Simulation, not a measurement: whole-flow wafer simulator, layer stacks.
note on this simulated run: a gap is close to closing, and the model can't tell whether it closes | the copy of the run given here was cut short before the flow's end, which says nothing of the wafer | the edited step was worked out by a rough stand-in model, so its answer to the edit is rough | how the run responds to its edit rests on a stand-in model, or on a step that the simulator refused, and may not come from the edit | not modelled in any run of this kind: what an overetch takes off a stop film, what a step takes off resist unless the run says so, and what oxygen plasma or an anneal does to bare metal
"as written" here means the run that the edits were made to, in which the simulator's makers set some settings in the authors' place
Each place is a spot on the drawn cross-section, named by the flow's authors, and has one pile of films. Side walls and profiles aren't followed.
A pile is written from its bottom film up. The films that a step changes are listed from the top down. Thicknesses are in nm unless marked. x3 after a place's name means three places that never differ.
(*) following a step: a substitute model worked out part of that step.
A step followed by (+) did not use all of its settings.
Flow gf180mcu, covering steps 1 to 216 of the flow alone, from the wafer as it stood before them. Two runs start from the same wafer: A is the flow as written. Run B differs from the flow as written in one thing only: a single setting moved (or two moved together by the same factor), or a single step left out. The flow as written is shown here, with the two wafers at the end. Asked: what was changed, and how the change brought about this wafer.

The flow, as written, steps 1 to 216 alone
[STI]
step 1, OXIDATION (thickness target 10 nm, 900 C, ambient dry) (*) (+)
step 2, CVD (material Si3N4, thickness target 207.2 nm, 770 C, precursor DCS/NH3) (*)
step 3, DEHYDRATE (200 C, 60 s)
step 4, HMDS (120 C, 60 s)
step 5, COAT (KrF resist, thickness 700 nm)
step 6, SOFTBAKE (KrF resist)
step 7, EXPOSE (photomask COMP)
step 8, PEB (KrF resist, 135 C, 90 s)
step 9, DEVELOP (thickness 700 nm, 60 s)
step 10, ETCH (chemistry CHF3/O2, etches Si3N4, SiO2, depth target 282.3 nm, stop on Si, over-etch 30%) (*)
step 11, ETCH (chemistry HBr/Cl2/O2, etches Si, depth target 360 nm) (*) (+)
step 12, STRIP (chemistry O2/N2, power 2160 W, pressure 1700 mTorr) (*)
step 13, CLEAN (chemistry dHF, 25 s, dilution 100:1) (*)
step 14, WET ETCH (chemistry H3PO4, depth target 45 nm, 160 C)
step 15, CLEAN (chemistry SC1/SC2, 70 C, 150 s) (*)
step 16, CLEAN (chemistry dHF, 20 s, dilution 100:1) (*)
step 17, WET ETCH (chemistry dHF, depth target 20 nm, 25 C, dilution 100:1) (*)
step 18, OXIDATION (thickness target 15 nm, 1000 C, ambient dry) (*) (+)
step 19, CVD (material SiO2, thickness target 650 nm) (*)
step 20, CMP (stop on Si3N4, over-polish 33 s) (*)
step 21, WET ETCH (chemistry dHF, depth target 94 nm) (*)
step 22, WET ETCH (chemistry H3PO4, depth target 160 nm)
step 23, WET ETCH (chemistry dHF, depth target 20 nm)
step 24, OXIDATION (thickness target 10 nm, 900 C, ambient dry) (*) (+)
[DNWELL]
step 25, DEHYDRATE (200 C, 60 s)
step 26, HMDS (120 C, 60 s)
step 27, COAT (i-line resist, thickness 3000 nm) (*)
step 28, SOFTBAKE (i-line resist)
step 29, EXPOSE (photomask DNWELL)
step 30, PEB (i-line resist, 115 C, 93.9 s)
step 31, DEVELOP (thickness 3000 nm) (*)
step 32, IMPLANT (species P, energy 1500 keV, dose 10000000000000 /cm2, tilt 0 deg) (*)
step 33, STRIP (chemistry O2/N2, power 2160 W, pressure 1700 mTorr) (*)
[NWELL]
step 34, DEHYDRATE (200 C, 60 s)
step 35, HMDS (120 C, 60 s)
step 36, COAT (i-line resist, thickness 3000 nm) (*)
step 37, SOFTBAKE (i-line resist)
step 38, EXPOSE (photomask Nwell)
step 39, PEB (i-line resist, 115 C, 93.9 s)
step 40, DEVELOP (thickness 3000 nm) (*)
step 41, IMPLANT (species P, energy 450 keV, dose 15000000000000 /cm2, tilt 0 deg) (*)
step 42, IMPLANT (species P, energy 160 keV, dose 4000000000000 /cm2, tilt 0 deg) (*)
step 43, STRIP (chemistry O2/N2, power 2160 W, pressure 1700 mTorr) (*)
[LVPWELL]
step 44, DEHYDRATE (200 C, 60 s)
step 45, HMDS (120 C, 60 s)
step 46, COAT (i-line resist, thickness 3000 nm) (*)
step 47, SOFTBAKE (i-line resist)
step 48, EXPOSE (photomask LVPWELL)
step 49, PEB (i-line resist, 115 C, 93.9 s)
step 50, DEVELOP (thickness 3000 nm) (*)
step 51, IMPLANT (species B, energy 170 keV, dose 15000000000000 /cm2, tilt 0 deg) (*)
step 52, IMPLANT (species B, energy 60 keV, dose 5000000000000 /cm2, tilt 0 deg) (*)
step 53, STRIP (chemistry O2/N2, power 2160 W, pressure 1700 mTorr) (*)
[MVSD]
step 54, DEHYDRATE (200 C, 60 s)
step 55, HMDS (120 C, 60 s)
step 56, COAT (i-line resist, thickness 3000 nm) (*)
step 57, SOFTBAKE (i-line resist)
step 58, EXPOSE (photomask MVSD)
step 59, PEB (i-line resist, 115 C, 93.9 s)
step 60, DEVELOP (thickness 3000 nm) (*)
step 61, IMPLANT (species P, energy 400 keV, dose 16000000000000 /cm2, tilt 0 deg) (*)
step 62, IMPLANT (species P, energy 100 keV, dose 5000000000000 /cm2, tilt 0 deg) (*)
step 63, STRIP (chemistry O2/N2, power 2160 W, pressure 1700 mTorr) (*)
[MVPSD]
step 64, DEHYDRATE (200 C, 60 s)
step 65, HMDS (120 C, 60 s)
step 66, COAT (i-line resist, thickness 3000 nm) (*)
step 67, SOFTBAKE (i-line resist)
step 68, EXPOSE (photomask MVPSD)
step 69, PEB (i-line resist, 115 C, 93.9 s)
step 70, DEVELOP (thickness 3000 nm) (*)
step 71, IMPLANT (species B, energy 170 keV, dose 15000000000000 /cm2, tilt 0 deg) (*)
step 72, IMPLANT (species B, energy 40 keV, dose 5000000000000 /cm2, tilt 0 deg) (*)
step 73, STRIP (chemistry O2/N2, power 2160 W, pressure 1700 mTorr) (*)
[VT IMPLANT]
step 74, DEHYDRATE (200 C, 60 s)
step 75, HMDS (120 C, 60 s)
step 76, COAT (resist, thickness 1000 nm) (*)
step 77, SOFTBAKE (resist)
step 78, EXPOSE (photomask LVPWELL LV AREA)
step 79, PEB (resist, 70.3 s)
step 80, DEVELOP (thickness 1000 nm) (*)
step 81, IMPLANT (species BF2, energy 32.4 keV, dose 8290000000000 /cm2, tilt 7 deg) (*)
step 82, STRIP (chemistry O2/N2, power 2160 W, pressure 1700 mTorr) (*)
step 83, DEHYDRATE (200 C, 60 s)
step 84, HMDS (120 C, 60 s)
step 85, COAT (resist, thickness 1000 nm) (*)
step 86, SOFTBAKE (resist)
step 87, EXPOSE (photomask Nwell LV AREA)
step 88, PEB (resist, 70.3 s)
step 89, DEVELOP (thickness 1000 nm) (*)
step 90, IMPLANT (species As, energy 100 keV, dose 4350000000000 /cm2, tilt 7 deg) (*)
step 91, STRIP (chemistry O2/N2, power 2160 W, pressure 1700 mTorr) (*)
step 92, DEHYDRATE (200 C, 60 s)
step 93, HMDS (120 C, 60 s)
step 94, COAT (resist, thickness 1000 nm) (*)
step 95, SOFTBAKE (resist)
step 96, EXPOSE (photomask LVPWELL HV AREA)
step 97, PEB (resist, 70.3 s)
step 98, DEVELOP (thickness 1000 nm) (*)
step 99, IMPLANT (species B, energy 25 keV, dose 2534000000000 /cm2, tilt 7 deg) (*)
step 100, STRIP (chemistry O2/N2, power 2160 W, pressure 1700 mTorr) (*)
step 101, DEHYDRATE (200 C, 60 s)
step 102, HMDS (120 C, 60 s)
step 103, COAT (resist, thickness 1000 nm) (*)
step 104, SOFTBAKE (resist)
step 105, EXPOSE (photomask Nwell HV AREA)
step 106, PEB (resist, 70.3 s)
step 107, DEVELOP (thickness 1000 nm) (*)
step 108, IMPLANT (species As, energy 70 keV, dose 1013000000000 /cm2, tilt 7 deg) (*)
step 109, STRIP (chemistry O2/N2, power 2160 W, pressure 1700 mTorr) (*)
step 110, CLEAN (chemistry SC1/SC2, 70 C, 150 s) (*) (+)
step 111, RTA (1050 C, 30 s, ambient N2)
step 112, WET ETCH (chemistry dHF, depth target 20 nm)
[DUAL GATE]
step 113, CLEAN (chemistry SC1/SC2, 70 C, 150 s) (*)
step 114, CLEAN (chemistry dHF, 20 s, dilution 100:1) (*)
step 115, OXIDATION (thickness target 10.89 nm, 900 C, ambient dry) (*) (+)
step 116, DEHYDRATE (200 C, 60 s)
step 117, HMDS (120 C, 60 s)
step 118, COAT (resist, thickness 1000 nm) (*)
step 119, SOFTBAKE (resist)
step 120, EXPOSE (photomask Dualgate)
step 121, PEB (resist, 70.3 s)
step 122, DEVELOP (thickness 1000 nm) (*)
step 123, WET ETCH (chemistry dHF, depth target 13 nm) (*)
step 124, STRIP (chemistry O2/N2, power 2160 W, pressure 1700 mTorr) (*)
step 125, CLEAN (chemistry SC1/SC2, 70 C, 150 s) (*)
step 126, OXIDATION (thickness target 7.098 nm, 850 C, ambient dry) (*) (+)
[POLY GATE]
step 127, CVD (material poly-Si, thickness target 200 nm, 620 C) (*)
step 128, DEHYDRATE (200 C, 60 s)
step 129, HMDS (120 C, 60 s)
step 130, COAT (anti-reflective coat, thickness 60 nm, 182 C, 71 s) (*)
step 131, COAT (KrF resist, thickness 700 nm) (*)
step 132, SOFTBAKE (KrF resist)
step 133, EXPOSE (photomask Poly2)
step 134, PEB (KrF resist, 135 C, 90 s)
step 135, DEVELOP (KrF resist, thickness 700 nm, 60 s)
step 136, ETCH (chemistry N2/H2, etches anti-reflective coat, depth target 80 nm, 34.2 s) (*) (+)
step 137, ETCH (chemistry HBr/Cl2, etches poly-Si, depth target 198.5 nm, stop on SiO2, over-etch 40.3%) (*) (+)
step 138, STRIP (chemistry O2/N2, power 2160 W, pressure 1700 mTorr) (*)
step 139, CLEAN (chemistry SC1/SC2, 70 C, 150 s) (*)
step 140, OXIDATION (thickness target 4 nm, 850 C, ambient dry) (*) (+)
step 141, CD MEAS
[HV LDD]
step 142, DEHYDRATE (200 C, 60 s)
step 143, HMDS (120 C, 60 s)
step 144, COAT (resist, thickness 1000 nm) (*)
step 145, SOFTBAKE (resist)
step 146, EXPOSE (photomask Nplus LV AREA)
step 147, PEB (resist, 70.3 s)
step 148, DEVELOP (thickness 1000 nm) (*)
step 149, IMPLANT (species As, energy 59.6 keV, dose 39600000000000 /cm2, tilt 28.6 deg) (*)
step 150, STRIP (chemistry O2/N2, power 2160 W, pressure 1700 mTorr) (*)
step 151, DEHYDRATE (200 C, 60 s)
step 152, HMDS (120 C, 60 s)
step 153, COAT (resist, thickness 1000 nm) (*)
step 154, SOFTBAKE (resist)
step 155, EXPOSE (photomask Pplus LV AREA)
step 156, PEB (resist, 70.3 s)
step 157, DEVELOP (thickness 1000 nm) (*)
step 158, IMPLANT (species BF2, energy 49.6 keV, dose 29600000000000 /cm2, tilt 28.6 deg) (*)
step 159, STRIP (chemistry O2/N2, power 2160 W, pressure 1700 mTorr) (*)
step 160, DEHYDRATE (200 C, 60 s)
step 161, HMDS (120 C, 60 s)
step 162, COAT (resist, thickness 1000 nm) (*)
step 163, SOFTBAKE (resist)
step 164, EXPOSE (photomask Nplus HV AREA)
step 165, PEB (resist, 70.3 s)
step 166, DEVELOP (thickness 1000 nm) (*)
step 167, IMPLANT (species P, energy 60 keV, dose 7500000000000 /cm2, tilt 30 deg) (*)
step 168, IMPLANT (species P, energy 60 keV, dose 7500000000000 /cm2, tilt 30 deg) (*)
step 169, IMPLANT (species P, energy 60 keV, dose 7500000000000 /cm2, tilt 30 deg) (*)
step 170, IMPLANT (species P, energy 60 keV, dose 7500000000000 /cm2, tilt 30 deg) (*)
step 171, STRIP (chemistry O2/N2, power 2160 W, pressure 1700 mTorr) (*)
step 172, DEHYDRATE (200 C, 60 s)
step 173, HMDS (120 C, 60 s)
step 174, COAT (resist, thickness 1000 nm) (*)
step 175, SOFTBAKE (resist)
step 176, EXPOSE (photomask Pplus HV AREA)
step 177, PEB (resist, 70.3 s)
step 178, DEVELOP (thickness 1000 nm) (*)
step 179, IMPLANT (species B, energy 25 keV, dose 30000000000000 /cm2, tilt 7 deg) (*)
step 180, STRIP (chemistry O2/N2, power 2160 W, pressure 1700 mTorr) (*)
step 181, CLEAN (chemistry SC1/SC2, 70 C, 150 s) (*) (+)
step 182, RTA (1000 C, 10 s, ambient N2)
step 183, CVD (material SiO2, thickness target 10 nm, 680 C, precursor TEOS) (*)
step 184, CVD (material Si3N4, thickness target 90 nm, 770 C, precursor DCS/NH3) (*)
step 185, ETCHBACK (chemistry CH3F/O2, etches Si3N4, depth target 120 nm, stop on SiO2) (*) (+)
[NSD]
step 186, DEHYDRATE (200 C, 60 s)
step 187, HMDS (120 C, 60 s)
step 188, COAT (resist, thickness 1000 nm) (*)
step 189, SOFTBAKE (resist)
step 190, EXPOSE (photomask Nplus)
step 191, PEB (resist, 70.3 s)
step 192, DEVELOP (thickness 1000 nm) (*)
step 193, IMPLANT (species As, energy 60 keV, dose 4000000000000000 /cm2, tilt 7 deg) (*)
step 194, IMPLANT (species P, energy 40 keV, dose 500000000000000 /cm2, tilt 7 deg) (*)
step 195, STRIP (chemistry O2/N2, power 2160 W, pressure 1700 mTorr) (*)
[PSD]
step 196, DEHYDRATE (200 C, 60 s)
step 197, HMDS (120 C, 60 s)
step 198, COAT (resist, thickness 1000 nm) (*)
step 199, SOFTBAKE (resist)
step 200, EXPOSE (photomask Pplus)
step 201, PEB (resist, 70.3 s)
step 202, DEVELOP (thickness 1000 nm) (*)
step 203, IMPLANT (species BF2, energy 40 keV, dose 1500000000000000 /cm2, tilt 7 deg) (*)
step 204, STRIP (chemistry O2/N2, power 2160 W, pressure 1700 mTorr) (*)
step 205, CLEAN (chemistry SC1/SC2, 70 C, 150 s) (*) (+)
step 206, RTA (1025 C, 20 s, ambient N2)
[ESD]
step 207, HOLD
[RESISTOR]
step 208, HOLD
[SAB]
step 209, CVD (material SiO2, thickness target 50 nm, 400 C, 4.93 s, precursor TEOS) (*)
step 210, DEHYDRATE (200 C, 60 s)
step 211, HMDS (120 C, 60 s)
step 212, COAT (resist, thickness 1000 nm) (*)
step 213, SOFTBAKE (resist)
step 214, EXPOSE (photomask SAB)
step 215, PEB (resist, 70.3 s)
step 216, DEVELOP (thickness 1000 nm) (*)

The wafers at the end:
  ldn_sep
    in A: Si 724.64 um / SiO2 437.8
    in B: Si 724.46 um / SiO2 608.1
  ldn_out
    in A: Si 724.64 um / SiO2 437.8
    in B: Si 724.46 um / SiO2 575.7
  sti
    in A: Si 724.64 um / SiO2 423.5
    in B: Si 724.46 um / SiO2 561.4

The reason: step 11, ETCH: depth target 531 nm was run, whereas the flow has depth target 360 nm.

How this came from the change, step by step:
  step 11, ETCH (chemistry HBr/Cl2/O2, etches Si, depth target 360 nm) (*) (+)
      active, n_well, p_well and 40 more: A -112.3 KrF resist | B -169.3 KrF resist
      field, field_sub, sti and 34 more: A -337 Si | B -508 Si
  step 12, STRIP (chemistry O2/N2, power 2160 W, pressure 1700 mTorr) (*)
      active, n_well, p_well and 40 more: A -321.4 KrF resist (all of it) | B -264.4 KrF resist (all of it)
  step 19, CVD (material SiO2, thickness target 650 nm) (*)
      m1, ld_fp_n, ld_drift_n and 8 more: A +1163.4 SiO2 | B +1334.4 SiO2
  step 20, CMP (stop on Si3N4, over-polish 33 s) (*)
      sti, mim_1p0 x3, iso_nw_fld and 9 more: A -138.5 SiO2 | B nothing
      nw_enc_fld, nw_enc_fld_lv: A -142.5 SiO2 | B nothing
      (as well as at 10 more places)
  step 28, SOFTBAKE (i-line resist)
      n_well: A +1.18 i-line resist | B -0.24 i-line resist
      gate_p: A +1.26 i-line resist | B nothing
      (as well as at 60 more places)
  step 37, SOFTBAKE (i-line resist)
      n_well: A +1.18 i-line resist | B -0.24 i-line resist
      gate_p: A +1.26 i-line resist | B nothing
      (as well as at 60 more places)
  step 47, SOFTBAKE (i-line resist)
      n_well: A +1.18 i-line resist | B -0.24 i-line resist
      gate_p: A +1.26 i-line resist | B nothing
      (as well as at 60 more places)
  step 57, SOFTBAKE (i-line resist)
      n_well: A +1.18 i-line resist | B -0.24 i-line resist
      gate_p: A +1.26 i-line resist | B nothing
      (as well as at 60 more places)
  step 67, SOFTBAKE (i-line resist)
      n_well: A +1.18 i-line resist | B -0.24 i-line resist
      gate_p: A +1.26 i-line resist | B nothing
      (as well as at 60 more places)
  step 76, COAT (resist, thickness 1000 nm) (*)
      p_well, spacer, sd_n: A +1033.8 resist (new film) | B +1007.6 resist (new film)
      iso_ptap_pw: A +1029.1 resist (new film) | B +1006.3 resist (new film)
      (as well as at 4 more places)
  step 77, SOFTBAKE (resist)
      field: A -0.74 resist | B nothing
      field_sub__w3: A -0.83 resist | B +0.27 resist
      (as well as at 38 more places)
  step 80, DEVELOP (thickness 1000 nm) (*)
      p_well, spacer, sd_n: A -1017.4 resist (all of it) | B -991.6 resist (all of it)
      iso_ptap_pw: A -1013.3 resist (all of it) | B -990.5 resist (all of it)
  step 82, STRIP (chemistry O2/N2, power 2160 W, pressure 1700 mTorr) (*)
      iso_ntap_nw: A -1011.9 resist (all of it) | B -990.2 resist (all of it)
      iso_ptap_sub: A -1013.6 resist (all of it) | B -989.8 resist (all of it)
      (as well as at 2 more places)
  step 85, COAT (resist, thickness 1000 nm) (*)
      p_well, spacer, sd_n: A +1033.8 resist (new film) | B +1007.6 resist (new film)
      iso_ptap_pw: A +1029.1 resist (new film) | B +1006.3 resist (new film)
      (as well as at 4 more places)
  step 86, SOFTBAKE (resist)
      field: A -0.74 resist | B nothing
      field_sub__w3: A -0.83 resist | B +0.27 resist
      (as well as at 38 more places)
  step 89, DEVELOP (thickness 1000 nm) (*)
      iso_ntap_nw: A -1011.9 resist (all of it) | B -990.2 resist (all of it)
      vpnp_e: A -1011.4 resist (all of it) | B -990.1 resist (all of it)
  ... another 47 steps ...
  step 216, DEVELOP (thickness 1000 nm) (*)
      p_well, sd_n: A -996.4 resist (all of it) | B -969.2 resist (all of it)
      field__w6: A -1026.2 resist (all of it) | B -1065.3 resist (all of it)
      (as well as at 14 more places)
